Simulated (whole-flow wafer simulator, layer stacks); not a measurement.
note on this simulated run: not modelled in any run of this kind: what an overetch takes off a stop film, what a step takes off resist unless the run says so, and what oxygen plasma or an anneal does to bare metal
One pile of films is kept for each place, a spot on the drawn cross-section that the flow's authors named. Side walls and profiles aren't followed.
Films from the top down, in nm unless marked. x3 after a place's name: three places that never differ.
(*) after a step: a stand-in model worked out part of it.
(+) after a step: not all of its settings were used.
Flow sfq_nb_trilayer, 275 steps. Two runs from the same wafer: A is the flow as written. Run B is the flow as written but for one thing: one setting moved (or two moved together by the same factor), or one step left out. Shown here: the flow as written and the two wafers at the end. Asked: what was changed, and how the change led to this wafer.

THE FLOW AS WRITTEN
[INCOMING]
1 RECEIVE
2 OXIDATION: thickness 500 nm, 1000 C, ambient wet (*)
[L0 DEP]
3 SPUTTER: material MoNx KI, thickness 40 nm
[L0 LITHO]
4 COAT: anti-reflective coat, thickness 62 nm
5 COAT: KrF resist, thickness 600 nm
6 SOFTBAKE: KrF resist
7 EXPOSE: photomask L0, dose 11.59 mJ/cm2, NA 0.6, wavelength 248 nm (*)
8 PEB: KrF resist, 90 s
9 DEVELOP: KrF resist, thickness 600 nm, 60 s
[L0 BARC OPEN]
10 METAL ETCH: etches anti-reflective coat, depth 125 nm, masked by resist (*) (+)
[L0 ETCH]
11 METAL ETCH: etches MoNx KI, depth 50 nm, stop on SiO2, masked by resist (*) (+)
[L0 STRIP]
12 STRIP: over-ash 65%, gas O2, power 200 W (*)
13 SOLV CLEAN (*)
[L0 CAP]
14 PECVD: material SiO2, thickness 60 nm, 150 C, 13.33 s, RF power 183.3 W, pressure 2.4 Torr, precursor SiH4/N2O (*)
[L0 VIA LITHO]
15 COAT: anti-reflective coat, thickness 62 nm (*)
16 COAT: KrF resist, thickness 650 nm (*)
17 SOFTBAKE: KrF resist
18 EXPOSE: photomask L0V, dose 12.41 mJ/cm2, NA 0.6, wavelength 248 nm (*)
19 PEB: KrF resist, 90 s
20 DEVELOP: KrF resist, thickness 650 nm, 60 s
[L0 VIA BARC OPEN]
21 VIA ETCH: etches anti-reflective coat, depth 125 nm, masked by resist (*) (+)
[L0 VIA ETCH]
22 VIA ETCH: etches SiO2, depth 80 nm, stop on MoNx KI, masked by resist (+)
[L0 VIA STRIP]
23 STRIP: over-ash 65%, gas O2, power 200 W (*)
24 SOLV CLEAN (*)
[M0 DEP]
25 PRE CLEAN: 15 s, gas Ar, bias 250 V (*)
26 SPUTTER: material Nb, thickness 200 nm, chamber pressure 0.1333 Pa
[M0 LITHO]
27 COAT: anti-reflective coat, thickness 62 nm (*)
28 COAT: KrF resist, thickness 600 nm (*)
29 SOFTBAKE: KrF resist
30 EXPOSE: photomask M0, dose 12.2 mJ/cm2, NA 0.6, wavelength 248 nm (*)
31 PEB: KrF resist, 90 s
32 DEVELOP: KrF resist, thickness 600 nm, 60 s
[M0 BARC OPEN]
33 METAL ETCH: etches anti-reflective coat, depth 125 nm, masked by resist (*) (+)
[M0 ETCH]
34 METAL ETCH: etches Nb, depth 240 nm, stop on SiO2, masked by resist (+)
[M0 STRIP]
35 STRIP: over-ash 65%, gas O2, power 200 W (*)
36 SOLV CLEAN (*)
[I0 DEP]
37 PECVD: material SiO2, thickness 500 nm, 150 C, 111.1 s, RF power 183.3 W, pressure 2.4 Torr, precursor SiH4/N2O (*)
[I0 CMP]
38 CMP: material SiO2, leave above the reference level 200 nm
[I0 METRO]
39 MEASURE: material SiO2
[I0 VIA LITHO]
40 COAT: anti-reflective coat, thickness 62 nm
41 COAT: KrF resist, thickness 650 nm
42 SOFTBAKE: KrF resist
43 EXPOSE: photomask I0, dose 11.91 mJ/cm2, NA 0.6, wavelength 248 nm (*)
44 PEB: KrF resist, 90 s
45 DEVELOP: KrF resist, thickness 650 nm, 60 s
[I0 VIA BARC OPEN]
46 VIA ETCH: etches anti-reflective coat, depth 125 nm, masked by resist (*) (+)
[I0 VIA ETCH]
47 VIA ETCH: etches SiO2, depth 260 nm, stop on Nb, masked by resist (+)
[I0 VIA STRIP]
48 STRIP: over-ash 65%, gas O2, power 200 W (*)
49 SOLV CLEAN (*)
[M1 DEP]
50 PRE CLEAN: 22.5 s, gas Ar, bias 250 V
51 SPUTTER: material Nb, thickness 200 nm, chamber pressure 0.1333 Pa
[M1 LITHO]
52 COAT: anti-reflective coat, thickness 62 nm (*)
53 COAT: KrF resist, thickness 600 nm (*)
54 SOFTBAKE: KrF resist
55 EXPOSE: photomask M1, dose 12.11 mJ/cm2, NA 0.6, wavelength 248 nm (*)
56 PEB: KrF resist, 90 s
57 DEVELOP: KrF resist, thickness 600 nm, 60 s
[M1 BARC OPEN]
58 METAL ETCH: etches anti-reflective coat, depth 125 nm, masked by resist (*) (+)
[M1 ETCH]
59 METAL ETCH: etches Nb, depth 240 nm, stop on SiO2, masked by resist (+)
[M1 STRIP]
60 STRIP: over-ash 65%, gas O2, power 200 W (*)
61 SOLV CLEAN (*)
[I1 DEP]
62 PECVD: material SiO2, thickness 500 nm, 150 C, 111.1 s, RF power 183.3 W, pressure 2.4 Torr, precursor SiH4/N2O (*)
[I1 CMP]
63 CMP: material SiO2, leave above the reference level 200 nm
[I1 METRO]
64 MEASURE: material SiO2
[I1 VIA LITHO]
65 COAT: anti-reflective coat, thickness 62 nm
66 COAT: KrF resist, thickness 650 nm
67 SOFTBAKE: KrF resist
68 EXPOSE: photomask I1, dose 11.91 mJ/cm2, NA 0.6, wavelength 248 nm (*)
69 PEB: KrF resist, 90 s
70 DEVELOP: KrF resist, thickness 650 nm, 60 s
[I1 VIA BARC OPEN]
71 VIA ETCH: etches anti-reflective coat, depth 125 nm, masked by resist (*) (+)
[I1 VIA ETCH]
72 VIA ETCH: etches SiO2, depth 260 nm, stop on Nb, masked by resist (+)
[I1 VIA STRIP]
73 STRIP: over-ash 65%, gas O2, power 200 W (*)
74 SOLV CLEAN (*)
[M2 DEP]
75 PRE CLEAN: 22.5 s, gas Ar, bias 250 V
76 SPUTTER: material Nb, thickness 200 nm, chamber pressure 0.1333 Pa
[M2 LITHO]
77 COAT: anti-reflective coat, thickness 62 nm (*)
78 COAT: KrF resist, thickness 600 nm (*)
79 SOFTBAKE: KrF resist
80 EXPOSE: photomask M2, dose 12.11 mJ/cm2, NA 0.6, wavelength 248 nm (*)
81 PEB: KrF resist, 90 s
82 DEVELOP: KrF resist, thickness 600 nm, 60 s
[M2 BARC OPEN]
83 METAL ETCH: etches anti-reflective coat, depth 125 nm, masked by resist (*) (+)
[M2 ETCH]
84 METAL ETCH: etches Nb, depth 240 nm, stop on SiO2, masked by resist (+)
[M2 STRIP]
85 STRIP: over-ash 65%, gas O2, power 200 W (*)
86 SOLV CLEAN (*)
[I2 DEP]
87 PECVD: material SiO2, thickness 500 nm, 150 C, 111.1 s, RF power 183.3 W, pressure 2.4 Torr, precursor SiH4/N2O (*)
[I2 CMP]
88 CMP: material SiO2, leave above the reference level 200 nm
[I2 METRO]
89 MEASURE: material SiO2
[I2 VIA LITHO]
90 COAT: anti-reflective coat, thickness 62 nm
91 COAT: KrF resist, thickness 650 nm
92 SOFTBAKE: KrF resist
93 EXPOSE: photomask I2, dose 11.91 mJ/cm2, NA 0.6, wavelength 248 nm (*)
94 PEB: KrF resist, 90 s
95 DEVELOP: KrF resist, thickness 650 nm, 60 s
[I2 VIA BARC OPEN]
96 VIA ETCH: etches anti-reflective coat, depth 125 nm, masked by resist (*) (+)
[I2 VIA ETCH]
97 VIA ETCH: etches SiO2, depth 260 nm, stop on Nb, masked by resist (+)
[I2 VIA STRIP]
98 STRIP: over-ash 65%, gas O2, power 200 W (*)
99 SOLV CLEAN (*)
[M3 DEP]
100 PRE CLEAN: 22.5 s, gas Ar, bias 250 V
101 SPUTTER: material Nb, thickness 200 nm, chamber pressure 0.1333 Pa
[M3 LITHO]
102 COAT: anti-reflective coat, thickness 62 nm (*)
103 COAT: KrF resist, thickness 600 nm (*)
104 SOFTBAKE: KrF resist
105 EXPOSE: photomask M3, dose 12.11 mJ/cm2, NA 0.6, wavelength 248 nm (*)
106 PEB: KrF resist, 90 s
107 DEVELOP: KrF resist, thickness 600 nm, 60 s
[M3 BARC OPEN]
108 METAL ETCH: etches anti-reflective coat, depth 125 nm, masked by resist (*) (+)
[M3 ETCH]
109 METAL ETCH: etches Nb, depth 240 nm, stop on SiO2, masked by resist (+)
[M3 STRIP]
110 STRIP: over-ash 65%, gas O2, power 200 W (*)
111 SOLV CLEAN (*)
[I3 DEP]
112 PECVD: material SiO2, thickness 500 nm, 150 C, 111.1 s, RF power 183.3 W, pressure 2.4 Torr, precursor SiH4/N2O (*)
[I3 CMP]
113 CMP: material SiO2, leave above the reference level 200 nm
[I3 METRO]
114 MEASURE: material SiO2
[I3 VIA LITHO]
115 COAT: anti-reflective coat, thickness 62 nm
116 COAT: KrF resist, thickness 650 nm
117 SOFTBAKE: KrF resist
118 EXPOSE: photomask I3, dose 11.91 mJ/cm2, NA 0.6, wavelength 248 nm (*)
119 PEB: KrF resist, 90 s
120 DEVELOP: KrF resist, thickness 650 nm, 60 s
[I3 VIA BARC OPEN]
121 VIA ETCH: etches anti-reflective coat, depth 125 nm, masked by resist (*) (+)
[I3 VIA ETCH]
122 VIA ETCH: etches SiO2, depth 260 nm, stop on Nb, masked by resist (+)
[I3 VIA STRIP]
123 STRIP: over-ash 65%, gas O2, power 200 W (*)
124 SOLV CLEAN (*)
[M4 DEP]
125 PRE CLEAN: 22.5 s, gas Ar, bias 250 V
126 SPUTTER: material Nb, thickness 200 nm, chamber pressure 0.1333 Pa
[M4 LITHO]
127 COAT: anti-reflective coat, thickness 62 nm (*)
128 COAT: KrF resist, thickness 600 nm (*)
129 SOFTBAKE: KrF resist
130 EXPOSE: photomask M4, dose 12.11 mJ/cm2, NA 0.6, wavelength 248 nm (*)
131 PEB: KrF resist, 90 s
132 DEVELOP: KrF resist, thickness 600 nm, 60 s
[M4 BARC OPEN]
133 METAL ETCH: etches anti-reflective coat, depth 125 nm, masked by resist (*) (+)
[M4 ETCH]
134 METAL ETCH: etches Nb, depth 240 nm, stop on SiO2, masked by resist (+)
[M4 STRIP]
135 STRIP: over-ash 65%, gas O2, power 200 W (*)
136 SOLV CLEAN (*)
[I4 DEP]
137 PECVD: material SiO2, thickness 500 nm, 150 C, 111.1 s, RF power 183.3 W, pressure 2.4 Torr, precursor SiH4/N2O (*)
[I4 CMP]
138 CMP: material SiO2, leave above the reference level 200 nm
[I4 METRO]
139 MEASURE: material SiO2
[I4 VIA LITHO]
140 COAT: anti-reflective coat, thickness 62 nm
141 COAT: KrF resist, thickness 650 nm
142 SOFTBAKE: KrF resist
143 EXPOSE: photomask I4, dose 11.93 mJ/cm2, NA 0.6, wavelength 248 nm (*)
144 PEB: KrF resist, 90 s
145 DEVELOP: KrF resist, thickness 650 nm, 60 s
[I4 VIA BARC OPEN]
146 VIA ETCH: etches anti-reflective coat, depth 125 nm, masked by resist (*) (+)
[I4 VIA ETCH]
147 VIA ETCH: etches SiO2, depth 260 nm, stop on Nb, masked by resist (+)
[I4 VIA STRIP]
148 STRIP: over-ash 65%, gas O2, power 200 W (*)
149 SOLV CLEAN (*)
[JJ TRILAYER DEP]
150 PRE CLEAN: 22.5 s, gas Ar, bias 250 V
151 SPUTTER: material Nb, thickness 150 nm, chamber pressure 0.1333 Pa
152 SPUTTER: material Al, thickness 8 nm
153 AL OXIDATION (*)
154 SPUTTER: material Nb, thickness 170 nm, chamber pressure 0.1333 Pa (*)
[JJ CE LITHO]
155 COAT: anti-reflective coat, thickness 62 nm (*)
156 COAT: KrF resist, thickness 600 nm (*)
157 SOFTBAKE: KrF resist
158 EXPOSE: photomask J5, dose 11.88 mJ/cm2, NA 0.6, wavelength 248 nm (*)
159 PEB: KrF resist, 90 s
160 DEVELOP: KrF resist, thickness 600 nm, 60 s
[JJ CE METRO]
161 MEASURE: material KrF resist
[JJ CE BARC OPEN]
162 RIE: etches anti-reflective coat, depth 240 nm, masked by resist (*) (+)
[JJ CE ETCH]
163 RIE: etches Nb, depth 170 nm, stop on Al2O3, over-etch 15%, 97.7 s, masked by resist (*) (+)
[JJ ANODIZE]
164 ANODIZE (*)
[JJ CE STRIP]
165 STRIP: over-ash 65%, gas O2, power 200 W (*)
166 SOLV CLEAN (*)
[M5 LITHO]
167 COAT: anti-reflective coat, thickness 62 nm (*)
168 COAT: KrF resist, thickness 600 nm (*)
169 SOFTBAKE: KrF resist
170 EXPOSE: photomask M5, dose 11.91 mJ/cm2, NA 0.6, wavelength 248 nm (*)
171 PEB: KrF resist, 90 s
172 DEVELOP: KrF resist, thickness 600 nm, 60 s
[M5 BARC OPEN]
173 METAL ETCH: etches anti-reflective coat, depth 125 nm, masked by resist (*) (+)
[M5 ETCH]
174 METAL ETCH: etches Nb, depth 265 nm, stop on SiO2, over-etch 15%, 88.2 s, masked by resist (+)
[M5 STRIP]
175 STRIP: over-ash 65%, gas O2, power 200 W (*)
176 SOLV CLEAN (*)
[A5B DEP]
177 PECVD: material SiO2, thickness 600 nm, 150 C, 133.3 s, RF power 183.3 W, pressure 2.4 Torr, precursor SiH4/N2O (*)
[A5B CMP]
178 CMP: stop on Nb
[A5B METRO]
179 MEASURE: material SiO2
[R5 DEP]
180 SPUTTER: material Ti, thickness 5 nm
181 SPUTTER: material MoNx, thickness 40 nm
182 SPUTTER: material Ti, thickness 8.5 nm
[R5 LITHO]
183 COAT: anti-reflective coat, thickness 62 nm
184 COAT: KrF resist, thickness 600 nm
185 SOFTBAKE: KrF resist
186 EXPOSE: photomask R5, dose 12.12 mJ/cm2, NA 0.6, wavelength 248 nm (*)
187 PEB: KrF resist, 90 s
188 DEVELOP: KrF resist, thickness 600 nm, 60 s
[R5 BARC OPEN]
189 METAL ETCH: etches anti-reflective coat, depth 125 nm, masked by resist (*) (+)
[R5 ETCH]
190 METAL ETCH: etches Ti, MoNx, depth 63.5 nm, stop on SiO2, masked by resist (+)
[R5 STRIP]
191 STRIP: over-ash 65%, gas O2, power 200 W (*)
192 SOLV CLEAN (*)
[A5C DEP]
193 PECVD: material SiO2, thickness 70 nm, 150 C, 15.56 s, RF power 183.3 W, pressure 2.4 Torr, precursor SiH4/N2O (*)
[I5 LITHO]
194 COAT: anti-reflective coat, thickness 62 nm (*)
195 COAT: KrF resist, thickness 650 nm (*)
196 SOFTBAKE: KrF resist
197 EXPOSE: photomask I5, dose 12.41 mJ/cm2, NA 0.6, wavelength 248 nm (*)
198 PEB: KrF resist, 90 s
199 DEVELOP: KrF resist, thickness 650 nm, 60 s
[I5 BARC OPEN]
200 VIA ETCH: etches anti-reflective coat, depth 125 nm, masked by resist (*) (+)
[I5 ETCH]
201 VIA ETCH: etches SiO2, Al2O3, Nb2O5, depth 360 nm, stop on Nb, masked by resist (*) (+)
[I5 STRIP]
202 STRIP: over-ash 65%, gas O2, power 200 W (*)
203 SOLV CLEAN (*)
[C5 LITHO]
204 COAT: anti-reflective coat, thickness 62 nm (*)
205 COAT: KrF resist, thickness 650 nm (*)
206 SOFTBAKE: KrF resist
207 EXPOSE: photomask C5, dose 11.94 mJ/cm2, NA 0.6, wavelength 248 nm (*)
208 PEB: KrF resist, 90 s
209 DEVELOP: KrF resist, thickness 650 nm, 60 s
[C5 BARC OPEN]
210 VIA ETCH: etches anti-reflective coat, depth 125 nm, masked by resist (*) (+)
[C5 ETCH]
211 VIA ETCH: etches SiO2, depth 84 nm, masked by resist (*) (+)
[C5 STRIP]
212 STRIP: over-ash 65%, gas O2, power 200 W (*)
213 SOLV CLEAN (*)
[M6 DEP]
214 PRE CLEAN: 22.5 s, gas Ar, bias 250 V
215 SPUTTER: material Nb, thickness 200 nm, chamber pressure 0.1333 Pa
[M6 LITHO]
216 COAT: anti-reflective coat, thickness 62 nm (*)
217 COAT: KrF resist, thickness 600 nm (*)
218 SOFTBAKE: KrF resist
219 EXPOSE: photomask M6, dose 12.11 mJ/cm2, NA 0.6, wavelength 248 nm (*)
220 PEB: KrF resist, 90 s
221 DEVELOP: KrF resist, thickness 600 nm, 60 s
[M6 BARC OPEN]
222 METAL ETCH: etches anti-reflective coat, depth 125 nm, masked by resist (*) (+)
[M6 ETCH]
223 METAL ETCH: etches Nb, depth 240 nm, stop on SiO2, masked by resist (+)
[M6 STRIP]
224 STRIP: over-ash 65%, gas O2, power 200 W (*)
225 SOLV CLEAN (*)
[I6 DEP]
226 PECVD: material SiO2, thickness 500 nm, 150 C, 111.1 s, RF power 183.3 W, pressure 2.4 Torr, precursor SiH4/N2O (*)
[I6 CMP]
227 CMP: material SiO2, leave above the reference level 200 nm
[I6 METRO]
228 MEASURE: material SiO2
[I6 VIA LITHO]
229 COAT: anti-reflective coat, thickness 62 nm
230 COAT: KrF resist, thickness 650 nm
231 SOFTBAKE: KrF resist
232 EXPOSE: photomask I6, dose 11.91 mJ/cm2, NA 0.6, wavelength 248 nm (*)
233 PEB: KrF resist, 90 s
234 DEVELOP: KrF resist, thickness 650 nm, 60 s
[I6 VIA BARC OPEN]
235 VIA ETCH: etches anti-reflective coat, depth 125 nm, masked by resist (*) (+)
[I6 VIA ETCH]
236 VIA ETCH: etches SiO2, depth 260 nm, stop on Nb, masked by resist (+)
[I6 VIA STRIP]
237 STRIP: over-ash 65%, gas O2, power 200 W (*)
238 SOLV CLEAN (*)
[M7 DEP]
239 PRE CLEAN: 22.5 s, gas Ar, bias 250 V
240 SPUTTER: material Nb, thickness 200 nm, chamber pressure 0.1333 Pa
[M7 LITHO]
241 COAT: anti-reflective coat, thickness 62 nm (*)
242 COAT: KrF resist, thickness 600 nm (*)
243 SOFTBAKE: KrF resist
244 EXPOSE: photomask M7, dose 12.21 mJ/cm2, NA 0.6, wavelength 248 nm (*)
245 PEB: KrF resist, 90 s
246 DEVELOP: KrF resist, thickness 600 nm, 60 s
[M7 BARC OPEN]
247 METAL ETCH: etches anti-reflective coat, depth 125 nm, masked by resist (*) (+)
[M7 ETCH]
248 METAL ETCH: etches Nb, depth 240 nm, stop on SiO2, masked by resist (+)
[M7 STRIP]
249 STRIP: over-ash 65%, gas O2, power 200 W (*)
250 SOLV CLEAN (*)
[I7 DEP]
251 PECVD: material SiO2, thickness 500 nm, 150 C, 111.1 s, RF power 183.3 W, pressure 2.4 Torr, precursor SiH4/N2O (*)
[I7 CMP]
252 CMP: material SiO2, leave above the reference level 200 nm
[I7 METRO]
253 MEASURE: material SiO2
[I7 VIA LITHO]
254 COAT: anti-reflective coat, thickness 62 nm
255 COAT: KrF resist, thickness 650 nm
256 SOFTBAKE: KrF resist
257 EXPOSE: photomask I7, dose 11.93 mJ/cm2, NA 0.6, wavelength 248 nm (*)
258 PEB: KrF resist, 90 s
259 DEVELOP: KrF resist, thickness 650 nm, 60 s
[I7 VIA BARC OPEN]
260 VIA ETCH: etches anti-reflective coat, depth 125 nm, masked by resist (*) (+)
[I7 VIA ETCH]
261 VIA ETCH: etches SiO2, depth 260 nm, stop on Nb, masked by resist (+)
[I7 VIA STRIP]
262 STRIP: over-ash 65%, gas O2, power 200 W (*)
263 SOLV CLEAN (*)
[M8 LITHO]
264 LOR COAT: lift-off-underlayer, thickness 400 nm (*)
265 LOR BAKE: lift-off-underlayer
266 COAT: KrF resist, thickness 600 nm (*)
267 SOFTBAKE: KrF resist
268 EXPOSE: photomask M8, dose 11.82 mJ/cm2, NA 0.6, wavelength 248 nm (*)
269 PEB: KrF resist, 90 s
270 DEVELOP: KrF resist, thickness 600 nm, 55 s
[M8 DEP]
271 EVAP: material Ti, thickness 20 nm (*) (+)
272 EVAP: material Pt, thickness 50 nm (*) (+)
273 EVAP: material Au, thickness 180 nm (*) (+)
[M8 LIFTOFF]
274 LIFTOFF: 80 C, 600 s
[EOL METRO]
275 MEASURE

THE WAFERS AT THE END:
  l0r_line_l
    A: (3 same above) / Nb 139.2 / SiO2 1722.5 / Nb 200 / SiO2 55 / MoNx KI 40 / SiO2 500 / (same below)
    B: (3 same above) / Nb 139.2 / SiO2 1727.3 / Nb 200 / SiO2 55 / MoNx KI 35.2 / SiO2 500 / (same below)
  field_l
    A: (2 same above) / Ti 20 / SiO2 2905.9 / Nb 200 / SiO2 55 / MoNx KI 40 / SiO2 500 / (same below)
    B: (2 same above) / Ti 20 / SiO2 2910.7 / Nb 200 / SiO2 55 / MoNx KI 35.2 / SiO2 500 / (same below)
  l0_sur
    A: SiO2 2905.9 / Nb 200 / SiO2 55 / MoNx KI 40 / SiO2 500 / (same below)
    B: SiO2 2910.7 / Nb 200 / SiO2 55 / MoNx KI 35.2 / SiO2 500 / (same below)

The cause: step 3, SPUTTER: thickness 35.2 nm was run, where the flow has thickness 40 nm.
It can be read off the wafer: l0r_line_l has MoNx KI 35.2, and step 3 as written asks for 40 nm.

How the change led to this, step by step:
  3 SPUTTER: material MoNx KI, thickness 40 nm
      field_l, v_sur, via_wl and 103 more: A MoNx KI +40 (new film) | B MoNx KI +35.2 (new film)
  11 METAL ETCH: etches MoNx KI, depth 50 nm, stop on SiO2, masked by resist (*) (+)
      v_sur, via_wl, via_w and 97 more: A MoNx KI -40 (all of it) | B MoNx KI -35.2 (all of it)
  15 COAT: anti-reflective coat, thickness 62 nm (*)
      l0r_space_c: A anti-reflective coat +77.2 (new film) | B anti-reflective coat +75.4 (new film)
  23 STRIP: over-ash 65%, gas O2, power 200 W (*)
      l0r_space_c: A KrF resist -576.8 (all of it), anti-reflective coat -77.2 (all of it) | B KrF resist -574.7 (all of it), anti-reflective coat -75.4 (all of it)
  27 COAT: anti-reflective coat, thickness 62 nm (*)
      l0r_space_c: A anti-reflective coat +78 (new film) | B anti-reflective coat +76 (new film)
  35 STRIP: over-ash 65%, gas O2, power 200 W (*)
      l0r_space_c: A KrF resist -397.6 (all of it), anti-reflective coat -78 (all of it) | B KrF resist -395.8 (all of it), anti-reflective coat -76 (all of it)
